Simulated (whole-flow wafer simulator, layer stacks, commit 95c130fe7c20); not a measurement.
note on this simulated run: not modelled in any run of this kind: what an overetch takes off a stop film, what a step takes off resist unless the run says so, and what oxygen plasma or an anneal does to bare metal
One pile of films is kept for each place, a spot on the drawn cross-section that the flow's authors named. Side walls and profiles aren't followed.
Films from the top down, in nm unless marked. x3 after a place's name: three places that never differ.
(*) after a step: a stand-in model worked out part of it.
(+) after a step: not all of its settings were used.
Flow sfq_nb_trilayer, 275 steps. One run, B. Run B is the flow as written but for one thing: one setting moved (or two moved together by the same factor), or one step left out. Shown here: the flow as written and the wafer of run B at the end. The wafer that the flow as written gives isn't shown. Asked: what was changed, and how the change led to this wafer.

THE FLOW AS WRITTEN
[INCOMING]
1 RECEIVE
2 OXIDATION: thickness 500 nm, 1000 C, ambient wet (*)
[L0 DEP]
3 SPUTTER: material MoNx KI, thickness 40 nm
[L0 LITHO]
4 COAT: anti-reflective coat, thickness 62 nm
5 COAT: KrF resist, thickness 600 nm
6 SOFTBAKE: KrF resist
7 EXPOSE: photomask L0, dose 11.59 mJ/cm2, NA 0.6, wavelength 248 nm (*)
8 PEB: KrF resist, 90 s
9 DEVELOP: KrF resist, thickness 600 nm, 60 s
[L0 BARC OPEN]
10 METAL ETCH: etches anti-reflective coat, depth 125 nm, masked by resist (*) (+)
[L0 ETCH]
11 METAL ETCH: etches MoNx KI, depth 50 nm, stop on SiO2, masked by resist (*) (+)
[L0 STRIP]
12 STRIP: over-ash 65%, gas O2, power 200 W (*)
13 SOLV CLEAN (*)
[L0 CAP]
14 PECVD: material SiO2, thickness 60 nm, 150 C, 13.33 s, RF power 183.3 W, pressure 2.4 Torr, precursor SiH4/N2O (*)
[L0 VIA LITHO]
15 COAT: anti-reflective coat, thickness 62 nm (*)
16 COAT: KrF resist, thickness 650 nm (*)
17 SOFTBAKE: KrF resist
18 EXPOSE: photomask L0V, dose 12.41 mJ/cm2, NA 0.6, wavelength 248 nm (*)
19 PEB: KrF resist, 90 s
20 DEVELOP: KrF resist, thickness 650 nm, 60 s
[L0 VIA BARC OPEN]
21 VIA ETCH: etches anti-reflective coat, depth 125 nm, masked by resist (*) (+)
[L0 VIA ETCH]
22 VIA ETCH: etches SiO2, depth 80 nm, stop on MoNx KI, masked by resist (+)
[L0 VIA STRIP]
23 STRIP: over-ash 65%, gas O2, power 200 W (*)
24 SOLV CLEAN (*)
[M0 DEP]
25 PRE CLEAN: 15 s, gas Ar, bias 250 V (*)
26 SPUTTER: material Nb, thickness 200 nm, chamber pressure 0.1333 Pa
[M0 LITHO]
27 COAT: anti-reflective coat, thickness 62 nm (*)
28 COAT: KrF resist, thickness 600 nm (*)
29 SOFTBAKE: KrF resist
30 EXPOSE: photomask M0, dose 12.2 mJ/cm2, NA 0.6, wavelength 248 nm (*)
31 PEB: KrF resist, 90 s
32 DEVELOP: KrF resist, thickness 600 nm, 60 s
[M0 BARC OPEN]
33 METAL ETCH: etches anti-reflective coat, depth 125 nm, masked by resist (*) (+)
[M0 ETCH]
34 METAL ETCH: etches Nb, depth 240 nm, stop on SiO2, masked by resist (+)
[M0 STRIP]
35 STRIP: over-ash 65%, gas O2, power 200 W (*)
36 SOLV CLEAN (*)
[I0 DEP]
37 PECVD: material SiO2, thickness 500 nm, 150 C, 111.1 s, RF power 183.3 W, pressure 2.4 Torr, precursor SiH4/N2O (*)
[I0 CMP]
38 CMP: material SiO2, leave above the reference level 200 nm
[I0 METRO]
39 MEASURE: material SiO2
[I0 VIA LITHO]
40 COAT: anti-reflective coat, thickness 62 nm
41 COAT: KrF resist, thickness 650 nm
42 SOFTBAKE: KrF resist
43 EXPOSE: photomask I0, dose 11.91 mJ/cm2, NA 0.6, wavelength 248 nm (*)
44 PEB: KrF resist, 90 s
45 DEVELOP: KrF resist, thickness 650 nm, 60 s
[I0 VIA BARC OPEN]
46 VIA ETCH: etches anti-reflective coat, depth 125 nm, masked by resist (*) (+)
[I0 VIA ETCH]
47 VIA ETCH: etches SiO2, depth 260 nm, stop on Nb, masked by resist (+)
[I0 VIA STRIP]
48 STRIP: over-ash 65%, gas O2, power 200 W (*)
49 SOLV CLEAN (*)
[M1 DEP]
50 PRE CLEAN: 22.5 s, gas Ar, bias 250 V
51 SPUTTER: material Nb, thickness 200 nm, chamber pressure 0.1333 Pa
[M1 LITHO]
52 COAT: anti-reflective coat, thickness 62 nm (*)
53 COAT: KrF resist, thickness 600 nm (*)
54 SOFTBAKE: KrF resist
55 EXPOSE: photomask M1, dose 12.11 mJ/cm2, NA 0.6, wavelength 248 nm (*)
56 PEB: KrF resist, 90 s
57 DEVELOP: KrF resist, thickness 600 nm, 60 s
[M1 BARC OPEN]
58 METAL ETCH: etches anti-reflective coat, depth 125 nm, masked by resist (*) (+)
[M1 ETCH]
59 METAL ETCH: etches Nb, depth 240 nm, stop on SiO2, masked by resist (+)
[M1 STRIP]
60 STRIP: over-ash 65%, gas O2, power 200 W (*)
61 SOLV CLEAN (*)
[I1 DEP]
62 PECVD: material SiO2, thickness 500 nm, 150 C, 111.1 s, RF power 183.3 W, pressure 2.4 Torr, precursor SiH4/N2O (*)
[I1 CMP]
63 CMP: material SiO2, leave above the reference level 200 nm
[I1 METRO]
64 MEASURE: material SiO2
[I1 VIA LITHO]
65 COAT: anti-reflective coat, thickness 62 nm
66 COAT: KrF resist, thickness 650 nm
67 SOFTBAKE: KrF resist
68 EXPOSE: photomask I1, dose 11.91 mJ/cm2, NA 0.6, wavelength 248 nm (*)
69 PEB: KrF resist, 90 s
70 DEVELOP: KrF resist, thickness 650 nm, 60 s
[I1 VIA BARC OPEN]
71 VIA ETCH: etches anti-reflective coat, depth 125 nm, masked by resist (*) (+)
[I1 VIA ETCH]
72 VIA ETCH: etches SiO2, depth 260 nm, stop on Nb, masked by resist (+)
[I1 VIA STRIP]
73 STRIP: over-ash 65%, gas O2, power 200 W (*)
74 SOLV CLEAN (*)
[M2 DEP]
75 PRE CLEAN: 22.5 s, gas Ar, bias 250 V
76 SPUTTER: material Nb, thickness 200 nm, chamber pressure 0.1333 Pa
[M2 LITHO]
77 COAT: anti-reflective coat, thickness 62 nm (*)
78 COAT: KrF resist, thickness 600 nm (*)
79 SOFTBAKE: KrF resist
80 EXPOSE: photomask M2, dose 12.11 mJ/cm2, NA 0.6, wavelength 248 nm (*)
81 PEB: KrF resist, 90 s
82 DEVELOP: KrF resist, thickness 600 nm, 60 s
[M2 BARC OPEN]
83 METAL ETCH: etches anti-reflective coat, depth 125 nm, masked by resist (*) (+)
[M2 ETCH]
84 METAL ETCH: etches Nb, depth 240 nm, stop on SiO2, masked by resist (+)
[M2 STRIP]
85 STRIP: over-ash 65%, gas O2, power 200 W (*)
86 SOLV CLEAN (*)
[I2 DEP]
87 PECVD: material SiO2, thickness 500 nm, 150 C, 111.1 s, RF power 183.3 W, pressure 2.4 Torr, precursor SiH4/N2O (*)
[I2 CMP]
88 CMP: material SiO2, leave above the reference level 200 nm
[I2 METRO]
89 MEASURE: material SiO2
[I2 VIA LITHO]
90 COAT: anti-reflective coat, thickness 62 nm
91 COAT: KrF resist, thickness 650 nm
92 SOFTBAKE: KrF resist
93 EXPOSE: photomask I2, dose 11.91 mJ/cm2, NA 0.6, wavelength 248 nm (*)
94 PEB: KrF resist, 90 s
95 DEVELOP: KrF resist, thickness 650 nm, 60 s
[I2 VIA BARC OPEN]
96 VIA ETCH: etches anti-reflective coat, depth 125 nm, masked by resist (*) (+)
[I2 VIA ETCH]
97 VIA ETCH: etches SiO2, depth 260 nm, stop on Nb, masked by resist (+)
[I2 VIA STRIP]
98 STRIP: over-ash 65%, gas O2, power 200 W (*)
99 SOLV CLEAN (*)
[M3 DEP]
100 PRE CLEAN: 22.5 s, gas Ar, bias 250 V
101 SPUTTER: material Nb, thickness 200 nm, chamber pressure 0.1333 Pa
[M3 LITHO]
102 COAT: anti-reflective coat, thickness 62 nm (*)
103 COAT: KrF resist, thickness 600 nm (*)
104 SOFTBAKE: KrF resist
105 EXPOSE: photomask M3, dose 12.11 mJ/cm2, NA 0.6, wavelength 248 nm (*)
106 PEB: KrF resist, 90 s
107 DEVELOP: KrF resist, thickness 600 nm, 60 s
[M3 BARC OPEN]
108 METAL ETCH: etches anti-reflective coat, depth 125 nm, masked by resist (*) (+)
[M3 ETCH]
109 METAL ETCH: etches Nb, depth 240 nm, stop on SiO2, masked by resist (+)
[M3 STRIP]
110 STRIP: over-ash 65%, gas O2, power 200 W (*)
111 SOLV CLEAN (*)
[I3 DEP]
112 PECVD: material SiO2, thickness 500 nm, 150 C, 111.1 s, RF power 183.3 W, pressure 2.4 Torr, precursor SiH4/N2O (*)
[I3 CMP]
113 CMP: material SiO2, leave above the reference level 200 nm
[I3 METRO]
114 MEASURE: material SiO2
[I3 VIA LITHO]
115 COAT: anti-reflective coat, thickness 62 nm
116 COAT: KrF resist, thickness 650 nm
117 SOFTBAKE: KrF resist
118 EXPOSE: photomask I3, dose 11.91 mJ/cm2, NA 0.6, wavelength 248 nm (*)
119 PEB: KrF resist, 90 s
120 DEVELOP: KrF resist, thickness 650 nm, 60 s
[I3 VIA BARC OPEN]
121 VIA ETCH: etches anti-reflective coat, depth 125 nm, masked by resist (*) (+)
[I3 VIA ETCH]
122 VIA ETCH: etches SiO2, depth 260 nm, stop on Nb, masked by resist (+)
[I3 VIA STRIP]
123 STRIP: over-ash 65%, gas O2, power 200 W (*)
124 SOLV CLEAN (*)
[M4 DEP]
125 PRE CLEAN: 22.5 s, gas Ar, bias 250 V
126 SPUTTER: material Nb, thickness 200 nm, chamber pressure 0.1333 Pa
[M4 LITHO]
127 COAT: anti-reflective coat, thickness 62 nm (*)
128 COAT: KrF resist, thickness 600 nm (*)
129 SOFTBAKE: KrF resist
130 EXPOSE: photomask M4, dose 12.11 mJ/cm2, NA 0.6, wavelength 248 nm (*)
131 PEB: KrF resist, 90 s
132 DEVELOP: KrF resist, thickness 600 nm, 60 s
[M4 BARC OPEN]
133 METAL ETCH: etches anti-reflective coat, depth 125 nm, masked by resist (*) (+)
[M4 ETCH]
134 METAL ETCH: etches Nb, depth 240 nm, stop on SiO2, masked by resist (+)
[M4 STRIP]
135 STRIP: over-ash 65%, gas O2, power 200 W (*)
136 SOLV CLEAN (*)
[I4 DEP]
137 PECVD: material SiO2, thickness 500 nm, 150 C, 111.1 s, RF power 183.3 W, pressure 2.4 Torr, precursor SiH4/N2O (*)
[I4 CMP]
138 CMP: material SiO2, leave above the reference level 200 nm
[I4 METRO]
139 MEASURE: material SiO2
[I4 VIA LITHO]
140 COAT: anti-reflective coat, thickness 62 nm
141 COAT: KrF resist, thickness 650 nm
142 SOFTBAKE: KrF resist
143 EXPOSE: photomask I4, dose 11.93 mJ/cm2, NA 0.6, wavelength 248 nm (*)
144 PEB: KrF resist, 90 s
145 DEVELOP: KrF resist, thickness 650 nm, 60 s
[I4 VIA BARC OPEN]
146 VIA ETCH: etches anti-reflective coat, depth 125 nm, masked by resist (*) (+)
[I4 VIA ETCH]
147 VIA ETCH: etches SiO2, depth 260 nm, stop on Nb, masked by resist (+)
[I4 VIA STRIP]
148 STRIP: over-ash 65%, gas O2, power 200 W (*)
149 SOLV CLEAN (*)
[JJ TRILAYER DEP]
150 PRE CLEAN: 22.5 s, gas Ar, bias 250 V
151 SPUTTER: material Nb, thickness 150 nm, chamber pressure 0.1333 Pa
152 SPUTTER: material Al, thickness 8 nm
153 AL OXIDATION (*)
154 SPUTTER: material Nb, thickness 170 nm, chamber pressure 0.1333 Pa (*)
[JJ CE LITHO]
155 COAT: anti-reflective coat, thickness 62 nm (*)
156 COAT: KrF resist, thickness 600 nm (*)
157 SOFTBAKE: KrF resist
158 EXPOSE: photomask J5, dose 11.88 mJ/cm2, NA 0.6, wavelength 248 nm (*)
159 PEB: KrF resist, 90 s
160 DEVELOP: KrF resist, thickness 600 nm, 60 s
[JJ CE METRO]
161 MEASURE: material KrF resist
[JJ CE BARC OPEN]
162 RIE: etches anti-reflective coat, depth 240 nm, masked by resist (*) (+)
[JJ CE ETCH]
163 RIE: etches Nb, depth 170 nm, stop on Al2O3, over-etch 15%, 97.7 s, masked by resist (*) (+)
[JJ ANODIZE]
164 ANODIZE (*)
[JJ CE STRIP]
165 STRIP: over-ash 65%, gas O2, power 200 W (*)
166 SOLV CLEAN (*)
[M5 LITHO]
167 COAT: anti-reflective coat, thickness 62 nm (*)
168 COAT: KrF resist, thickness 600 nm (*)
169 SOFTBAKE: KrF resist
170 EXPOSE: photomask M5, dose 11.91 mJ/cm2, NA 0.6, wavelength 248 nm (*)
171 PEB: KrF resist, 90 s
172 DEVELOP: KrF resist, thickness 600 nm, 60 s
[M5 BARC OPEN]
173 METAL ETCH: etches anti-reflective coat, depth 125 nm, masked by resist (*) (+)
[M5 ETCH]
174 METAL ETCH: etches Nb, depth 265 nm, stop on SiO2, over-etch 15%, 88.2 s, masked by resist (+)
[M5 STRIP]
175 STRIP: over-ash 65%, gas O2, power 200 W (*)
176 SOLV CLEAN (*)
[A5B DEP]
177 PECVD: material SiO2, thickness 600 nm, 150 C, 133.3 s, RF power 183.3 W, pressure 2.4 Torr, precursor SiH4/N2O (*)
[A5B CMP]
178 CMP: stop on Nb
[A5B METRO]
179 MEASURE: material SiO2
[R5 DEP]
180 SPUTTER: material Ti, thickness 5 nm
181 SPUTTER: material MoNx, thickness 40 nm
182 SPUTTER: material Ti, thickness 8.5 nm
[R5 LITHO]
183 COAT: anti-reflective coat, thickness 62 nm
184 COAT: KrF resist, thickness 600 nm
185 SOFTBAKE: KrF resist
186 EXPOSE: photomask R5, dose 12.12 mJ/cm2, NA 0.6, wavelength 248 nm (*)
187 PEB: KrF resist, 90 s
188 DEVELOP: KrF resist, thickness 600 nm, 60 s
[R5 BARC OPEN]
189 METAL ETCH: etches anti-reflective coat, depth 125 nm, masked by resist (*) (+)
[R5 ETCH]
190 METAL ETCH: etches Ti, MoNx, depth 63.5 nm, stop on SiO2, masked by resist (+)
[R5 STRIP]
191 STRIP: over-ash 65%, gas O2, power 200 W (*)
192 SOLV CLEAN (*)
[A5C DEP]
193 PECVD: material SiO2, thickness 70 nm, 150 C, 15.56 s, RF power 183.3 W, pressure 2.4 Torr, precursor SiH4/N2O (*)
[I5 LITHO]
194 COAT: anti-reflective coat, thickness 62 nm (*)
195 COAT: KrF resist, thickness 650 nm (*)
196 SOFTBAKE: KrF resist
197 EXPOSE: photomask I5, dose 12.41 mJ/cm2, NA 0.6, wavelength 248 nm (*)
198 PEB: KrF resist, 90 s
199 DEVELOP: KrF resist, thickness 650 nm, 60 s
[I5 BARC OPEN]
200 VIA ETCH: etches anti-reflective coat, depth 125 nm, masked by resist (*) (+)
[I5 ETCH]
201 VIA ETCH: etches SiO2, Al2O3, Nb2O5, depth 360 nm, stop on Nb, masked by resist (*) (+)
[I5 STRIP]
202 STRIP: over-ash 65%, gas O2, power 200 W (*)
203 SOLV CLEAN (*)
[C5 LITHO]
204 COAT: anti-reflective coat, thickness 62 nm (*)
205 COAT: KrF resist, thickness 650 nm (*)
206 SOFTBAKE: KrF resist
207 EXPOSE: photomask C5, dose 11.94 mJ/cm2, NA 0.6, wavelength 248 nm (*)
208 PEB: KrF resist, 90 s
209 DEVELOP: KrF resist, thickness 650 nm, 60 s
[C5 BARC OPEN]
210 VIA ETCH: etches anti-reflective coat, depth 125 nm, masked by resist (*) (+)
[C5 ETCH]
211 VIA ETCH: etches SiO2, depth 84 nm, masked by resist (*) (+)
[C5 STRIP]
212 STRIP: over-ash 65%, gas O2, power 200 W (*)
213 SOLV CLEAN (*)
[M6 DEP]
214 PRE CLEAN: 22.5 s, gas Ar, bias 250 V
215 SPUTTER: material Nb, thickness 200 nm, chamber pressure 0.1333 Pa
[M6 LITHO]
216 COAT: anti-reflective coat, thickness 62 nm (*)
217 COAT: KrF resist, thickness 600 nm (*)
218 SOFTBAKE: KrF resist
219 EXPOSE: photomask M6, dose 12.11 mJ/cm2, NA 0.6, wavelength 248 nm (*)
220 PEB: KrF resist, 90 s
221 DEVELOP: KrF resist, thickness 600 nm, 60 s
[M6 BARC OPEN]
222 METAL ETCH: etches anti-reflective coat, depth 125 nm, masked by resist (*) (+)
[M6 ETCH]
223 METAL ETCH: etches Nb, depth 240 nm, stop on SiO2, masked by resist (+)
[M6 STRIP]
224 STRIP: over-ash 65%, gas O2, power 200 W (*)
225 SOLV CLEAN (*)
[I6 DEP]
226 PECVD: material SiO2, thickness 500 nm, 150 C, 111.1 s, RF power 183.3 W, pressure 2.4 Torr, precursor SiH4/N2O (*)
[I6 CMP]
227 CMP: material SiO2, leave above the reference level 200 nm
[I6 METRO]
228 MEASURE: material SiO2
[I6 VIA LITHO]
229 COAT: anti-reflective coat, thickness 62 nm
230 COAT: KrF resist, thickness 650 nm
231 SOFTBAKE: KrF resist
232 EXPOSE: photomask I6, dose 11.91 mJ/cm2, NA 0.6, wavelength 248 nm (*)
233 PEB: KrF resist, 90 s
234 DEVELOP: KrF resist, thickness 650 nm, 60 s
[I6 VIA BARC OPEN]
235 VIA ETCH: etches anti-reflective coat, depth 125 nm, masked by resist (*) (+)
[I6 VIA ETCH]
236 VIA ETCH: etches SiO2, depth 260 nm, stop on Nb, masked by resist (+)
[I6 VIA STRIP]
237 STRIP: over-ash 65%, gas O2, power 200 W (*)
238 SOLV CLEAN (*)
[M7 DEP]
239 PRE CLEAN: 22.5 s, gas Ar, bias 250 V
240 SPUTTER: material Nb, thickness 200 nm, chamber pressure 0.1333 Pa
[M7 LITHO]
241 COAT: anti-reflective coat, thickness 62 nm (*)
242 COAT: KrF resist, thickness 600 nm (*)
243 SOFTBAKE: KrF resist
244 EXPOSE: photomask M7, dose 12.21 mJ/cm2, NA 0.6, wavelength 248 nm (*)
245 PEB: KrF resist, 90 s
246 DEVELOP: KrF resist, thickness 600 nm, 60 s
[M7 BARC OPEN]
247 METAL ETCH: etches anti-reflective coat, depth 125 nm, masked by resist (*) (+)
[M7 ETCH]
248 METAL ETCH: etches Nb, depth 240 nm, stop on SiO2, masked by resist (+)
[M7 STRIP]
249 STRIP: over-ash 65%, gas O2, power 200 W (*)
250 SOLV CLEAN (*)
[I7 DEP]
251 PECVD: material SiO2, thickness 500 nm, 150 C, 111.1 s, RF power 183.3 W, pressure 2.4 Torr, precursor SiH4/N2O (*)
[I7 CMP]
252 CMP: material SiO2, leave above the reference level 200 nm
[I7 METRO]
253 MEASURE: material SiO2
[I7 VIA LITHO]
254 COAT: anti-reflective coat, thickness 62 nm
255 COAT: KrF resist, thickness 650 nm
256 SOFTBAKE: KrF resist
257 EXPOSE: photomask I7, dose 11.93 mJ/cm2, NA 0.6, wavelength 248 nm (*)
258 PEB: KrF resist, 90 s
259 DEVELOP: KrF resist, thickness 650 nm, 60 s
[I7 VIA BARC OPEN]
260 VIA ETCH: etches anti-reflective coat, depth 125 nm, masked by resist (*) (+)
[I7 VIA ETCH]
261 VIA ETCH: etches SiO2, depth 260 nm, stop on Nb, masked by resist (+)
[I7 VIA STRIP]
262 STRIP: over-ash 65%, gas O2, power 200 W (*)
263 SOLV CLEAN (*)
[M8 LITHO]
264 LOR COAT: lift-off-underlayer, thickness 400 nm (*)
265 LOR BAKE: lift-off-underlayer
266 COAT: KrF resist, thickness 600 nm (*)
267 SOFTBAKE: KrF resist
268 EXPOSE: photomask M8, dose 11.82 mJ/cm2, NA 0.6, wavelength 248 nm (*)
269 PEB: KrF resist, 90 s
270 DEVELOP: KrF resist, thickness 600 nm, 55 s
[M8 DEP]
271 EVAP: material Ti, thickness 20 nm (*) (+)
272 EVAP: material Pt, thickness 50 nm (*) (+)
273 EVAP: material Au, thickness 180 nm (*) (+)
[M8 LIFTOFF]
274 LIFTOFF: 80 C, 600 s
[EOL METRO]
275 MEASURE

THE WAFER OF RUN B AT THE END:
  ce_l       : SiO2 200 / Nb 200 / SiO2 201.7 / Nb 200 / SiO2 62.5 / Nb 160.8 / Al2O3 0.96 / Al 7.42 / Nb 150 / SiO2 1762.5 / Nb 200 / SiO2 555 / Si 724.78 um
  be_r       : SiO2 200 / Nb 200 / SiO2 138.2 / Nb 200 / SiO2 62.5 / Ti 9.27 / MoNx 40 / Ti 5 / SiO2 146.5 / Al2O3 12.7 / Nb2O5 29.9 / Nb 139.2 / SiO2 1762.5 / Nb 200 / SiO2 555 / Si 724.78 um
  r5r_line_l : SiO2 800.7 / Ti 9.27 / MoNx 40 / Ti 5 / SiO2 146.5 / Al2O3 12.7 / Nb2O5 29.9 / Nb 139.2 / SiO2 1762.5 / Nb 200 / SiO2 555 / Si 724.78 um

The cause: step 182, SPUTTER: thickness 9.27 nm was run, where the flow has thickness 8.5 nm.
It can be read off the wafer: be_r has Ti 9.27, and step 182 as written asks for 8.5 nm.

How the change led to this, step by step:
  182 SPUTTER: material Ti, thickness 8.5 nm
      field_l, v_sur, via_wl and 103 more: Ti +9.27 (new film) (as written it would be: Ti +8.5 (new film))
  190 METAL ETCH: etches Ti, MoNx, depth 63.5 nm, stop on SiO2, masked by resist (+)
      field_l, v_sur, via_wl and 92 more: Ti -9.27 (all of it), MoNx -40 (all of it), Ti -5 (all of it) (as written it would be: Ti -8.5 (all of it), MoNx -40 (all of it), Ti -5 (all of it))
      ce_l, c5j, ce_r, wl_jj: Ti -9.27 (all of it), MoNx -40 (all of it), Ti -5 (all of it), Nb -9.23 (as written it would be: Ti -8.5 (all of it), MoNx -40 (all of it), Ti -5 (all of it), Nb -10)
